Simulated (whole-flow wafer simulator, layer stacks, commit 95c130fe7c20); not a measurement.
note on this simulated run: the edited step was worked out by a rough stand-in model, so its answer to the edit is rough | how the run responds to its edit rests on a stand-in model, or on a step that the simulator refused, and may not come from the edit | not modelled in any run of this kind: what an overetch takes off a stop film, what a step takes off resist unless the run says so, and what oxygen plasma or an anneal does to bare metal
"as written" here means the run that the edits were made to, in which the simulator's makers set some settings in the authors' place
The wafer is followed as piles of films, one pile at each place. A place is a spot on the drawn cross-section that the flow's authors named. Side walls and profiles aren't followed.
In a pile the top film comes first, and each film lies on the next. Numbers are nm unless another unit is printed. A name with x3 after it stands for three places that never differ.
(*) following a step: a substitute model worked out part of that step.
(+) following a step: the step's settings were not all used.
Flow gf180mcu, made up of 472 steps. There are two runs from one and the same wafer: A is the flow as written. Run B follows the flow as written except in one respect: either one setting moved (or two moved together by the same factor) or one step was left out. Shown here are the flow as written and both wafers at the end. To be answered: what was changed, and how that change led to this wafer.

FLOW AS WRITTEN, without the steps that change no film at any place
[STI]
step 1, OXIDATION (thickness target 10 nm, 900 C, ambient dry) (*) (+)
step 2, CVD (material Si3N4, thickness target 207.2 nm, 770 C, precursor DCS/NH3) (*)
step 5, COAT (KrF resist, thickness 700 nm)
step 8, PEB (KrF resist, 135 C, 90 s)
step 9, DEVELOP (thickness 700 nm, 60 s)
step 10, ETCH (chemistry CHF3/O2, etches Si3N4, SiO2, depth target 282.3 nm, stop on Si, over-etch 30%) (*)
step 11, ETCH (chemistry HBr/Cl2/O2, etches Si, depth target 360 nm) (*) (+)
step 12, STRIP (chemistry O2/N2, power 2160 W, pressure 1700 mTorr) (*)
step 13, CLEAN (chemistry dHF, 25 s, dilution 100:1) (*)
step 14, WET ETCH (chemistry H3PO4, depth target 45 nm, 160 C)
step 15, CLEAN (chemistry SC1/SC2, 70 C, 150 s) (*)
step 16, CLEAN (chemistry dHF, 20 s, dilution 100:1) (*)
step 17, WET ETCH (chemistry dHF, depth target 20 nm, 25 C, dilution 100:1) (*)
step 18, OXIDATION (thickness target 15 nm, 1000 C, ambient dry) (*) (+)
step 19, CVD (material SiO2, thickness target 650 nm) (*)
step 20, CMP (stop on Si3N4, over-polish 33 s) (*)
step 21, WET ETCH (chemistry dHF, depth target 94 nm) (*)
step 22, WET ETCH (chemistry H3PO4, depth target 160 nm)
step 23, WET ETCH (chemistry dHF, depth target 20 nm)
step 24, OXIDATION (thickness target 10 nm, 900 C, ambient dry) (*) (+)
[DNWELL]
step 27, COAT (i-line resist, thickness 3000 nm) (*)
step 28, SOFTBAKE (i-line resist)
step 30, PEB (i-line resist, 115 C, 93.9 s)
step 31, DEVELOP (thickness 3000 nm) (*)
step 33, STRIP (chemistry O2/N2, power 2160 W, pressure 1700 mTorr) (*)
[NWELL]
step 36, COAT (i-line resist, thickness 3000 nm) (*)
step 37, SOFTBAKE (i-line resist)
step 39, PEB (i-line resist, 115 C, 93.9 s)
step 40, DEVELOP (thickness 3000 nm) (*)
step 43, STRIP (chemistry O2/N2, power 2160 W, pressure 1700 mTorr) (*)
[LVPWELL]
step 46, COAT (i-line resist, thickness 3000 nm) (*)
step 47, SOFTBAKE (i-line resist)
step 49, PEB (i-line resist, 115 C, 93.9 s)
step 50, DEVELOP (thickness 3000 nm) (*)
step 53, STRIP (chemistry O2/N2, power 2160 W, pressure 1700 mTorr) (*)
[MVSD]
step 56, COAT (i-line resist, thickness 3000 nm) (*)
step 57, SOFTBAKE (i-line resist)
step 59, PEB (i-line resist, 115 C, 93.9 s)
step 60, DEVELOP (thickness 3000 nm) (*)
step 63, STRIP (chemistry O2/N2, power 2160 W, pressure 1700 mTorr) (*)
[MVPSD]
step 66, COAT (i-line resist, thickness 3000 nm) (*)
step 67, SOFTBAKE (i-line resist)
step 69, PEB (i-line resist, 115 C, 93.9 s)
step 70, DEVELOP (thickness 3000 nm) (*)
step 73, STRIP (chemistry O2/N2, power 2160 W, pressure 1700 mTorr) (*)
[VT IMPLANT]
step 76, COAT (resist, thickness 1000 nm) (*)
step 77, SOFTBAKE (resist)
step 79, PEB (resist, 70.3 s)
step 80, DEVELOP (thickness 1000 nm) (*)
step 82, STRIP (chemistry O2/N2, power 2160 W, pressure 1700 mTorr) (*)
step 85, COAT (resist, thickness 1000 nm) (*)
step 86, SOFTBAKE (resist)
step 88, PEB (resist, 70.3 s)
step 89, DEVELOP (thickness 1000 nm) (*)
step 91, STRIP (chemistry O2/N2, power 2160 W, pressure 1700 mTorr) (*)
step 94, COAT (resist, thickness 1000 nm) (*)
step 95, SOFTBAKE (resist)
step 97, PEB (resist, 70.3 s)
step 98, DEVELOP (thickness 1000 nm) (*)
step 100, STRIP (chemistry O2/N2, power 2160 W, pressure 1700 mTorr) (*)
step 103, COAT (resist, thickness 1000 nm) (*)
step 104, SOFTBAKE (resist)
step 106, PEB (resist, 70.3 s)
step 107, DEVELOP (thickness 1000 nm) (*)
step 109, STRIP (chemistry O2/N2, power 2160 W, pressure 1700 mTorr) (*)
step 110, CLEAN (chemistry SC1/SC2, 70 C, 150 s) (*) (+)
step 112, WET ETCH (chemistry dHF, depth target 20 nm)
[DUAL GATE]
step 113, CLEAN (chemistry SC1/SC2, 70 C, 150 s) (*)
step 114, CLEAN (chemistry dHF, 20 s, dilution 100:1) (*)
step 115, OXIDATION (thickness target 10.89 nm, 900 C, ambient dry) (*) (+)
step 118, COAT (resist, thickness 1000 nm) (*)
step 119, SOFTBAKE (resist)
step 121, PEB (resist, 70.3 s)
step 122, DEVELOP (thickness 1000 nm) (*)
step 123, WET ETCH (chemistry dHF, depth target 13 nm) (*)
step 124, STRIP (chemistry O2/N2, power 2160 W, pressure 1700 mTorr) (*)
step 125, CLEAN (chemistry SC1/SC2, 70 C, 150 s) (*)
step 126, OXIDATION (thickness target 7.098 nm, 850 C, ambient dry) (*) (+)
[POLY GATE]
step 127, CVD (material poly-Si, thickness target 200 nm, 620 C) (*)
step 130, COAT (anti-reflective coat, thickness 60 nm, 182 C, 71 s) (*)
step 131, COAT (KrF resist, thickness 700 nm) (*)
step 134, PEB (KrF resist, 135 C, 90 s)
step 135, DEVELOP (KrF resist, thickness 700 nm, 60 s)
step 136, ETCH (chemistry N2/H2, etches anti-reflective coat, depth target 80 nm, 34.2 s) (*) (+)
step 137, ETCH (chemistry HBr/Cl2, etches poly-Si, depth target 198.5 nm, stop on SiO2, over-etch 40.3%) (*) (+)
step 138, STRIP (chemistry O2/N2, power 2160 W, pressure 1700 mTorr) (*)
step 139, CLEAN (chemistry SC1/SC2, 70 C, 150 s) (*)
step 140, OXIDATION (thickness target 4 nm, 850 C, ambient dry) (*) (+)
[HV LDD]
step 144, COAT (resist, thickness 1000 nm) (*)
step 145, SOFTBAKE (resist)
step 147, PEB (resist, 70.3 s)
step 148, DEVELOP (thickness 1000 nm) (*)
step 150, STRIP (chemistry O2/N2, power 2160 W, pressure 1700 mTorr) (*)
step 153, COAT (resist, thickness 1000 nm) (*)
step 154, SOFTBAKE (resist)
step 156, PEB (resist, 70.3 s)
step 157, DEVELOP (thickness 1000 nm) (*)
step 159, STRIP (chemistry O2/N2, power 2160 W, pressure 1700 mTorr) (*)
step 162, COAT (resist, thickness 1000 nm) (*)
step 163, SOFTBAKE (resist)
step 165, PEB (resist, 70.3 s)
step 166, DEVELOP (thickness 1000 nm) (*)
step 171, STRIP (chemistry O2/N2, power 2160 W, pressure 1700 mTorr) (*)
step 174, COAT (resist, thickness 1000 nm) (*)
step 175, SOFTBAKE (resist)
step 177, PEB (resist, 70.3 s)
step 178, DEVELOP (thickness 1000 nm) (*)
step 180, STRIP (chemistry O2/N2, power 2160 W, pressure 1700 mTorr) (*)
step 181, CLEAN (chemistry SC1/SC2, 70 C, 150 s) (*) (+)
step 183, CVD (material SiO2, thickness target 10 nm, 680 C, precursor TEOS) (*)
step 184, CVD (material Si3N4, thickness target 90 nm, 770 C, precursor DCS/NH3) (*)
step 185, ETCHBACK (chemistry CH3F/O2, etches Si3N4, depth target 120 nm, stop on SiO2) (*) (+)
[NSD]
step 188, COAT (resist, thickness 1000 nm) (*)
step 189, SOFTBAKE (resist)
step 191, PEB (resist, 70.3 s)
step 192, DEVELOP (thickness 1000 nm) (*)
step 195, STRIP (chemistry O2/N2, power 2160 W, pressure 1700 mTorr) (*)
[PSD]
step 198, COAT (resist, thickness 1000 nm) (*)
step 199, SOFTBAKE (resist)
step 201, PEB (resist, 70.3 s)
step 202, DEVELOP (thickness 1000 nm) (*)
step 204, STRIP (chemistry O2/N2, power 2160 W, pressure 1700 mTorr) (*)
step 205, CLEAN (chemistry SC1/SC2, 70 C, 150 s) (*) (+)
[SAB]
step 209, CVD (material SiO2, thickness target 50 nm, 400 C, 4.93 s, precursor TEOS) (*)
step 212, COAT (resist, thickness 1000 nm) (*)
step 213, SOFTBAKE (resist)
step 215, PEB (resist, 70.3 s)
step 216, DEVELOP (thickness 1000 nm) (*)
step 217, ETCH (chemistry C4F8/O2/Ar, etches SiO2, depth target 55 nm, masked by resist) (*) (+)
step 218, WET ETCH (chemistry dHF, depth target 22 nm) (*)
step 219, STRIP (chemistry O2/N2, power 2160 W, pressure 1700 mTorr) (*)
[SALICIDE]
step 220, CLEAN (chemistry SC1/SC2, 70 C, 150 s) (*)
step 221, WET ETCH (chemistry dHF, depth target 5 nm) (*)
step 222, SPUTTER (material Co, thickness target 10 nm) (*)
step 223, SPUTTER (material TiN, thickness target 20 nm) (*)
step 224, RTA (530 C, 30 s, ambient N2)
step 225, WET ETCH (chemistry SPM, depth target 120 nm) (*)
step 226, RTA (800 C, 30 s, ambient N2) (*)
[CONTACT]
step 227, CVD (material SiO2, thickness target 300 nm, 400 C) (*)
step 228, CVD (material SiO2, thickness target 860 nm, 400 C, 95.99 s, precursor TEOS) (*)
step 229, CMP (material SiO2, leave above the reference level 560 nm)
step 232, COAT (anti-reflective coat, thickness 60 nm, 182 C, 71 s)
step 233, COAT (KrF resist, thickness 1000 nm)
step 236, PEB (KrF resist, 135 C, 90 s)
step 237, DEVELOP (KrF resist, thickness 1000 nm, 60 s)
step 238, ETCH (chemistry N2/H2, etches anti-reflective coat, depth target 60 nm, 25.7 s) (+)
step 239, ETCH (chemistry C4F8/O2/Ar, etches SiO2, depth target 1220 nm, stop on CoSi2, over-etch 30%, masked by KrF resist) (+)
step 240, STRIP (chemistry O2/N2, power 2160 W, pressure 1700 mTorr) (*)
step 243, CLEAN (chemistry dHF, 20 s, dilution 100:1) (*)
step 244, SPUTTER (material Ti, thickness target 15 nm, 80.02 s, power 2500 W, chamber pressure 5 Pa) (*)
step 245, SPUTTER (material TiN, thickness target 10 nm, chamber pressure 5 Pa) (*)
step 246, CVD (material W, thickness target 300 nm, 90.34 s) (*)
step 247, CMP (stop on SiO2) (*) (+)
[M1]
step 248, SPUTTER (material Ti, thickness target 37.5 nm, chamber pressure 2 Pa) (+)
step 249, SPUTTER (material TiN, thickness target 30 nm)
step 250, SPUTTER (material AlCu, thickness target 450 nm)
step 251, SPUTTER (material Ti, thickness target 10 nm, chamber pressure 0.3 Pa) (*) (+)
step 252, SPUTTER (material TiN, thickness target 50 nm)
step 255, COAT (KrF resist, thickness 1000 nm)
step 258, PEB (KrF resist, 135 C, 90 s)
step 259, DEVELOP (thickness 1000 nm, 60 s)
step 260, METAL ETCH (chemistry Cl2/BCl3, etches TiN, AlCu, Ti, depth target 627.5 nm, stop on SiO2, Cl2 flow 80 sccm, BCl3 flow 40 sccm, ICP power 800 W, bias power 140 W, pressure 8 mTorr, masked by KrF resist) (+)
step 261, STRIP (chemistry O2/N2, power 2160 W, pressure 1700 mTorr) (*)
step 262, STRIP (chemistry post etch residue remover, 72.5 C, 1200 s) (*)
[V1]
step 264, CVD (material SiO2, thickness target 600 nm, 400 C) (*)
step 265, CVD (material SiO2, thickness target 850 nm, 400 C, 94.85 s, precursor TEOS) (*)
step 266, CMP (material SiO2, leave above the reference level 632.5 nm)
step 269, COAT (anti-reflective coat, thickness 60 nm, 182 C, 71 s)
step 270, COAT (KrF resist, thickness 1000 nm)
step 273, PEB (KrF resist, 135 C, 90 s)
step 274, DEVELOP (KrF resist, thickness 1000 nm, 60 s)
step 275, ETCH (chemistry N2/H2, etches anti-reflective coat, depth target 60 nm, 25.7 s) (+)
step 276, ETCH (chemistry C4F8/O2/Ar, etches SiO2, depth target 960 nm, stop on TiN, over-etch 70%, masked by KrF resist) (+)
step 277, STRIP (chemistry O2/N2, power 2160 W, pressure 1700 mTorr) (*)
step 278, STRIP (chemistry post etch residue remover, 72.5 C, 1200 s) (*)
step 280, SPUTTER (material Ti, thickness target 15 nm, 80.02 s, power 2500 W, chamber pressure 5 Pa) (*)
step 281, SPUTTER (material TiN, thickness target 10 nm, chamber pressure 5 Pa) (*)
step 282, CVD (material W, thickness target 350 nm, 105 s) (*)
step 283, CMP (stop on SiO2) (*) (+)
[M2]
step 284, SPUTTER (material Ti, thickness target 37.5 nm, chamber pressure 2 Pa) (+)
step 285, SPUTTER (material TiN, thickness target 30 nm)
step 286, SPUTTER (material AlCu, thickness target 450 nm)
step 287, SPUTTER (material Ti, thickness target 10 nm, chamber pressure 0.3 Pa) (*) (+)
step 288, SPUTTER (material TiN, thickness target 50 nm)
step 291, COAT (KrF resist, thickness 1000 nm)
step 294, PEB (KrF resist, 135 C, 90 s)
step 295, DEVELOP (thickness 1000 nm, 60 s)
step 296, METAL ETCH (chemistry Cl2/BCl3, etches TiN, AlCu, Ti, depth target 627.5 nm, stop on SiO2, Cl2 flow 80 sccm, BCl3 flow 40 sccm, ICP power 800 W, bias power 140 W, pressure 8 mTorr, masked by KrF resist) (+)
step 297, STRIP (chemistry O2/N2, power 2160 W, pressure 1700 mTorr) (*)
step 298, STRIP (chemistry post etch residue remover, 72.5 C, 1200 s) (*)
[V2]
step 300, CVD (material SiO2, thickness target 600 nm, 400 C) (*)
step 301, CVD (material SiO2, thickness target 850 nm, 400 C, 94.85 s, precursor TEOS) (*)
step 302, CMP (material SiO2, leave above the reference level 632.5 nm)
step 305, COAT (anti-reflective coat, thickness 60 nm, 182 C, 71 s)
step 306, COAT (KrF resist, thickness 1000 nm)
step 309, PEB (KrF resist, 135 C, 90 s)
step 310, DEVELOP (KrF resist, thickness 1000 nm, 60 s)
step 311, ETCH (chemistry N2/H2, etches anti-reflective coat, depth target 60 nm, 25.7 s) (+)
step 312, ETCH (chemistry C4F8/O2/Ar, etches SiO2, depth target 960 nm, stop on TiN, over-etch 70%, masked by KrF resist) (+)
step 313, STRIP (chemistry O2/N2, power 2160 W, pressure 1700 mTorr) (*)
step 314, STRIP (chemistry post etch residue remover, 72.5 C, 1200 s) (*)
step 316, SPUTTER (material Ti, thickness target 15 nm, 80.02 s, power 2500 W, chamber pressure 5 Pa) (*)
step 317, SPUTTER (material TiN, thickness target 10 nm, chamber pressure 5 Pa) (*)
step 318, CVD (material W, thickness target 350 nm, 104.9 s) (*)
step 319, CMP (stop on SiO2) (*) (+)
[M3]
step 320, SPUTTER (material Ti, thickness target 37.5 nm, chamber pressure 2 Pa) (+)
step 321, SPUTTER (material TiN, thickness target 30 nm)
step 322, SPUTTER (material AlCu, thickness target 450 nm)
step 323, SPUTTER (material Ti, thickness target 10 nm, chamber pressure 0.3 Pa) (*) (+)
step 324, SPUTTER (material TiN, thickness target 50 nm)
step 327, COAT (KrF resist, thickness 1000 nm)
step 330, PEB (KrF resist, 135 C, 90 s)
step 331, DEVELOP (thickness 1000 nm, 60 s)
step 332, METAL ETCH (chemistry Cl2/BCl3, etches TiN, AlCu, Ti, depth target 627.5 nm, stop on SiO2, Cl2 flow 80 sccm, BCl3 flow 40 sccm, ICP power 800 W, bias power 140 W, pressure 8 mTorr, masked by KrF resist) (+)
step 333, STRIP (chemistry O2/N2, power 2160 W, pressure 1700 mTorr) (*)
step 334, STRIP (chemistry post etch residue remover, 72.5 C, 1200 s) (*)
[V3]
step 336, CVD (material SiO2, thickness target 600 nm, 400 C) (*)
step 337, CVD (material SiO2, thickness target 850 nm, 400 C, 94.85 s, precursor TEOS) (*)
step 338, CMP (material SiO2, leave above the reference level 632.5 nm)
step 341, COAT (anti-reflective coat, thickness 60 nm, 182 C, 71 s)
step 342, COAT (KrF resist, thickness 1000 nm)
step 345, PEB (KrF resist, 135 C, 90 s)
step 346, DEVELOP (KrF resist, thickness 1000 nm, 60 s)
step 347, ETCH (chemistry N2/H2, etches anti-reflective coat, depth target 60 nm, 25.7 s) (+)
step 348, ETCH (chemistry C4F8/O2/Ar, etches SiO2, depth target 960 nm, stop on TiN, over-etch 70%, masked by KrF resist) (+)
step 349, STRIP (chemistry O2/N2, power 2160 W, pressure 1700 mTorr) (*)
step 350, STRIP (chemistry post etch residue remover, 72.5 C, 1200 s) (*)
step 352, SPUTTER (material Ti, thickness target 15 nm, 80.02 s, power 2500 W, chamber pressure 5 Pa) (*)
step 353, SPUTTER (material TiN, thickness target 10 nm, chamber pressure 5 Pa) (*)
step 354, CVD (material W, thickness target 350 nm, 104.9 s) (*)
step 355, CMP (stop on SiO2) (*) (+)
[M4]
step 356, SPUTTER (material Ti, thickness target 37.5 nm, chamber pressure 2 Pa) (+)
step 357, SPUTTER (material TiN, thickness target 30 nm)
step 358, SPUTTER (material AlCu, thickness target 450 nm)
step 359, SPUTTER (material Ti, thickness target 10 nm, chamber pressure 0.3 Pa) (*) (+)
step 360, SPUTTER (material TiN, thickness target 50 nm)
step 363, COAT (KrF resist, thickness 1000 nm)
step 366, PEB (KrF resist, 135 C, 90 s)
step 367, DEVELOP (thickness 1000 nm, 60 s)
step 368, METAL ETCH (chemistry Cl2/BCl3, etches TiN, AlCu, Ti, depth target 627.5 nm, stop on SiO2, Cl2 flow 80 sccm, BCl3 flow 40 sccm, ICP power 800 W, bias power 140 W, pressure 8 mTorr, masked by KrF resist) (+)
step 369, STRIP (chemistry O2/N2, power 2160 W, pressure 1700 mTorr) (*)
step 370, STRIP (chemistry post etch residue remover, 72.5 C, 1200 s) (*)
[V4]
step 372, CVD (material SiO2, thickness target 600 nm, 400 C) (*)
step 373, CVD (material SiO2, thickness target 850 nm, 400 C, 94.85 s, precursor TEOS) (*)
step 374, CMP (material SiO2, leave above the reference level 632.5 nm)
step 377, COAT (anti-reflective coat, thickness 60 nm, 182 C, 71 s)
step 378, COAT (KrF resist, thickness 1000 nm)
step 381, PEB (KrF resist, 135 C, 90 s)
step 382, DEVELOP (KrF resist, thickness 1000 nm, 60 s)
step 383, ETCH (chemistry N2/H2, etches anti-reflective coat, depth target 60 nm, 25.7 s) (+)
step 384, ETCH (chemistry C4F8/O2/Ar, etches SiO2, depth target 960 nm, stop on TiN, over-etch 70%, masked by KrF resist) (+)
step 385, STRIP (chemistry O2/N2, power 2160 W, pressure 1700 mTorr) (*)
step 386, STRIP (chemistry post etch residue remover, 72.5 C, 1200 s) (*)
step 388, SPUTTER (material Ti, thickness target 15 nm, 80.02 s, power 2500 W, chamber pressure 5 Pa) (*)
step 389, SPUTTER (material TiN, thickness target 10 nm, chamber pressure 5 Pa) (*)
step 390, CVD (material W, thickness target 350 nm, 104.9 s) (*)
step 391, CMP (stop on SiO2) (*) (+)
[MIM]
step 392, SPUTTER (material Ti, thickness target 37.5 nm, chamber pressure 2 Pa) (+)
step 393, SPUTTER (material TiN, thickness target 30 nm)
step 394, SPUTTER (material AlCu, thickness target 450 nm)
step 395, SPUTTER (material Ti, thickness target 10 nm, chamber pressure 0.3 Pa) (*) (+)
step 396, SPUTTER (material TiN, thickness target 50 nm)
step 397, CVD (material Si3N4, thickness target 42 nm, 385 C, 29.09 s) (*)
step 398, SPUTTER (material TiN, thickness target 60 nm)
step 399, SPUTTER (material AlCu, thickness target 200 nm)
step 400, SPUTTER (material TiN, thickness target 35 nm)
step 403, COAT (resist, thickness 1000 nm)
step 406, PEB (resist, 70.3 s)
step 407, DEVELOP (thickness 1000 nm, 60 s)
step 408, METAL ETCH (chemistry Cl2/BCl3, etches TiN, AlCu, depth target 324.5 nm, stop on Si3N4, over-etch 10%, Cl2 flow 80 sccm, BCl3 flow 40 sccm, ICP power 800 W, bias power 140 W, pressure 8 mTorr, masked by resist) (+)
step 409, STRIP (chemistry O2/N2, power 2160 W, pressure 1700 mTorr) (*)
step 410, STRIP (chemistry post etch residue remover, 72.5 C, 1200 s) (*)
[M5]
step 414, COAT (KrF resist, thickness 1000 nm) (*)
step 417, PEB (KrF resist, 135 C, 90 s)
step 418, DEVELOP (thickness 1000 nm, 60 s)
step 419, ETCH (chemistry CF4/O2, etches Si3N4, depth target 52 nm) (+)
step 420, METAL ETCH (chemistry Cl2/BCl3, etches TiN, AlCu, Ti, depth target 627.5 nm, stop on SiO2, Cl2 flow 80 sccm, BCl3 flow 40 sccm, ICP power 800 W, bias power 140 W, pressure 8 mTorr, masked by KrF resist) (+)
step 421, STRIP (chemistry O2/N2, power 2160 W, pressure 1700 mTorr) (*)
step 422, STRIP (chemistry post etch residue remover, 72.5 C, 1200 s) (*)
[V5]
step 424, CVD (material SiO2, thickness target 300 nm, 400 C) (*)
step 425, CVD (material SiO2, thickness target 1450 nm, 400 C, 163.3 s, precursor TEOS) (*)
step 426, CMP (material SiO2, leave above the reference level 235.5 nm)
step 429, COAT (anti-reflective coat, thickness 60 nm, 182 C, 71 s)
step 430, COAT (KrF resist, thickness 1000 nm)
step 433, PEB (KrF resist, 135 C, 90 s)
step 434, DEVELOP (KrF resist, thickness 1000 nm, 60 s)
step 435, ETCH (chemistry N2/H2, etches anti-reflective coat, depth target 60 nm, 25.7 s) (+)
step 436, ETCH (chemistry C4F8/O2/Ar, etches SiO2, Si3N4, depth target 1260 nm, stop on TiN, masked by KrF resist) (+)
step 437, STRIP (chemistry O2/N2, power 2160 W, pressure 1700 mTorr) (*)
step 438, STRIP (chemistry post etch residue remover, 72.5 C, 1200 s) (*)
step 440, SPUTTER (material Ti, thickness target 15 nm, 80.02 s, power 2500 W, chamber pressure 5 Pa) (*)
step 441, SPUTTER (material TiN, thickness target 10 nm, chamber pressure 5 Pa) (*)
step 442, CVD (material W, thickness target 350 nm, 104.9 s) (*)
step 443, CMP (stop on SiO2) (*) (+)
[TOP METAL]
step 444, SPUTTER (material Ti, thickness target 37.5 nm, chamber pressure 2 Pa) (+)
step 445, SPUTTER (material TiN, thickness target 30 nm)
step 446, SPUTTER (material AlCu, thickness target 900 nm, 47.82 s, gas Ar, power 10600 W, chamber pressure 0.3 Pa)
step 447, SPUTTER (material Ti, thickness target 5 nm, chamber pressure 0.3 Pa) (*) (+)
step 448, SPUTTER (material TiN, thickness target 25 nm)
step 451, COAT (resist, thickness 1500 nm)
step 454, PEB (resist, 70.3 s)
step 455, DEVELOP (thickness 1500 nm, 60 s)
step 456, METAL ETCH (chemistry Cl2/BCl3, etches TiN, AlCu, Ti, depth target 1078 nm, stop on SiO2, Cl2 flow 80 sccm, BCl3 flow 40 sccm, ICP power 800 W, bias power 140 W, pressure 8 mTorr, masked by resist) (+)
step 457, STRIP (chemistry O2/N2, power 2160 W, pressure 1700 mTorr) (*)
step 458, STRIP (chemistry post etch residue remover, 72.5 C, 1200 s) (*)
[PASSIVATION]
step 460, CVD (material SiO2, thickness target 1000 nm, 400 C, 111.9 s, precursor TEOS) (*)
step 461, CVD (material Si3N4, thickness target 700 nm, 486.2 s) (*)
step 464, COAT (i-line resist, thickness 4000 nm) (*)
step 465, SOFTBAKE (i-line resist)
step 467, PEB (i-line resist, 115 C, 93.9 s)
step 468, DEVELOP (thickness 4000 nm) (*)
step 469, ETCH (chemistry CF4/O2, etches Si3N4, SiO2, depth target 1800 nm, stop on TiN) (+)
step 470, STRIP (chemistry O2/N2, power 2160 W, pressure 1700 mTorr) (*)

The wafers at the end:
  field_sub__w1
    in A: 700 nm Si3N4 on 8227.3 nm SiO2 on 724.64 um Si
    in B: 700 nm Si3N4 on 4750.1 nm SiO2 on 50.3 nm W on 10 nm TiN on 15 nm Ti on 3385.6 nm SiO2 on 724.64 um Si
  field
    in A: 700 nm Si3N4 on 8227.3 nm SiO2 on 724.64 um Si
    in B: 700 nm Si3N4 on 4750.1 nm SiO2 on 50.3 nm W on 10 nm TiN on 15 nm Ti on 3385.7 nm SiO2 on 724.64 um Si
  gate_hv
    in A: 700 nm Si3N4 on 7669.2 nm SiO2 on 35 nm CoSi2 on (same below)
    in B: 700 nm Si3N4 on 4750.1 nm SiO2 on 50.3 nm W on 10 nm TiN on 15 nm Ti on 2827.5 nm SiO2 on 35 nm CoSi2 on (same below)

The reason: step 301, CVD: thickness target 434 nm was run, while the flow as written has thickness target 850 nm; step 301, CVD: 48.37 s was run, where the flow has 94.85 s.

How this came from the change, step by step:
  step 301, CVD (material SiO2, thickness target 850 nm, 400 C, 94.85 s, precursor TEOS) (*)
      field, field__w1, field__w2 and 108 more: A SiO2 gains 850 | B SiO2 gains 442.4
  step 302, CMP (material SiO2, leave above the reference level 632.5 nm)
      field, field__w1, field__w2 and 103 more: A SiO2 loses 300 | B nothing
      field__w8, contact, m1, m1__w1, m1_nw: A SiO2 loses 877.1 | B SiO2 loses 469.5
  step 305, COAT (anti-reflective coat, thickness 60 nm, 182 C, 71 s)
      gate_hv, polyc_n: A anti-reflective coat gains 60 (new film) | B anti-reflective coat gains 53.1 (new film)
      field: A anti-reflective coat gains 60 (new film) | B anti-reflective coat gains 103.2 (new film)
      (and at 18 other places as well)
  step 306, COAT (KrF resist, thickness 1000 nm)
      field__w1: A KrF resist gains 1000 (new film) | B KrF resist gains 979.2 (new film)
      n_well: A KrF resist gains 1000 (new film) | B KrF resist gains 972.5 (new film)
      (and at 9 other places as well)
  step 309, PEB (KrF resist, 135 C, 90 s)
      polyc_n, polyc_n_rim: A KrF resist loses 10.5 | B KrF resist loses 11.4
      m1: A KrF resist loses 10.5 | B KrF resist loses 9.63
      (and at 1 other place as well)
  step 310, DEVELOP (KrF resist, thickness 1000 nm, 60 s)
      contact: A KrF resist loses 989.5 (all of it) | B KrF resist loses 941.4 (all of it)
  step 311, ETCH (chemistry N2/H2, etches anti-reflective coat, depth target 60 nm, 25.7 s) (+)
      contact: A anti-reflective coat loses 60 (all of it), SiO2 loses 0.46 | B anti-reflective coat loses 22.8 (all of it), SiO2 loses 1.42
  step 313, STRIP (chemistry O2/N2, power 2160 W, pressure 1700 mTorr) (*)
      field: A KrF resist loses 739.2 (all of it), anti-reflective coat loses 60 (all of it) | B KrF resist loses 721.7 (all of it), anti-reflective coat loses 103.2 (all of it)
      field__w1: A KrF resist loses 739.2 (all of it), anti-reflective coat loses 60 (all of it) | B KrF resist loses 718.6 (all of it), anti-reflective coat loses 85.1 (all of it)
      (and at 18 other places as well)
  step 316, SPUTTER (material Ti, thickness target 15 nm, 80.02 s, power 2500 W, chamber pressure 5 Pa) (*)
      contact: A Ti gains 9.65 (new film) | B Ti gains 10.3 (new film)
  step 318, CVD (material W, thickness target 350 nm, 104.9 s) (*)
      contact: A W gains 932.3 (new film) | B W gains 823.6 (new film)
  step 319, CMP (stop on SiO2) (*) (+)
      field, field__w1, field__w2 and 103 more: A W loses 350 (all of it), TiN loses 10 (all of it), Ti loses 15 (all of it), SiO2 loses 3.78 | B W loses 287.4
      field__w8, m1, m1__w1, m1_nw: A W loses 350 (all of it), TiN loses 10 (all of it), Ti loses 15 (all of it), SiO2 loses 3.78 | B W loses 350 (all of it), TiN loses 10 (all of it), Ti loses 15 (all of it), SiO2 loses 20
      (and at 1 other place as well)
  step 332, METAL ETCH (chemistry Cl2/BCl3, etches TiN, AlCu, Ti, depth target 627.5 nm, stop on SiO2, Cl2 flow 80 sccm, BCl3 flow 40 sccm, ICP power 800 W, bias power 140 W, pressure 8 mTorr, masked by KrF resist) (+)
      field, field__w1, field__w2 and 103 more: A TiN loses 50 (all of it), Ti loses 10 (all of it), AlCu loses 450 (all of it), TiN loses 30 (all of it), Ti loses 37.5 (all of it) | B TiN loses 50 (all of it), Ti loses 10 (all of it), AlCu loses 450 (all of it), TiN loses 30 (all of it), Ti loses 37.5 (all of it), W loses 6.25
  step 334, STRIP (chemistry post etch residue remover, 72.5 C, 1200 s) (*)
      field, field__w1, field__w2 and 103 more: A nothing | B W loses 6.01
  step 336, CVD (material SiO2, thickness target 600 nm, 400 C) (*)
      field, field__w1, field__w2 and 103 more: A SiO2 gains 600 | B SiO2 gains 600 (new film)
  step 338, CMP (material SiO2, leave above the reference level 632.5 nm)
      field, field__w1, field__w2 and 103 more: A SiO2 loses 300 | B SiO2 loses 287.7
With metal films that touch counted as one body, field_sub__w1 has 1 body; the flow as written gives 0 bodies.
With metal films that touch counted as one body, field has 1 body; the flow as written gives 0 bodies.
With metal films that touch counted as one body, gate_hv has 2 bodies (between them, from the top down: SiO2 2827.5); the flow as written gives 1 body.
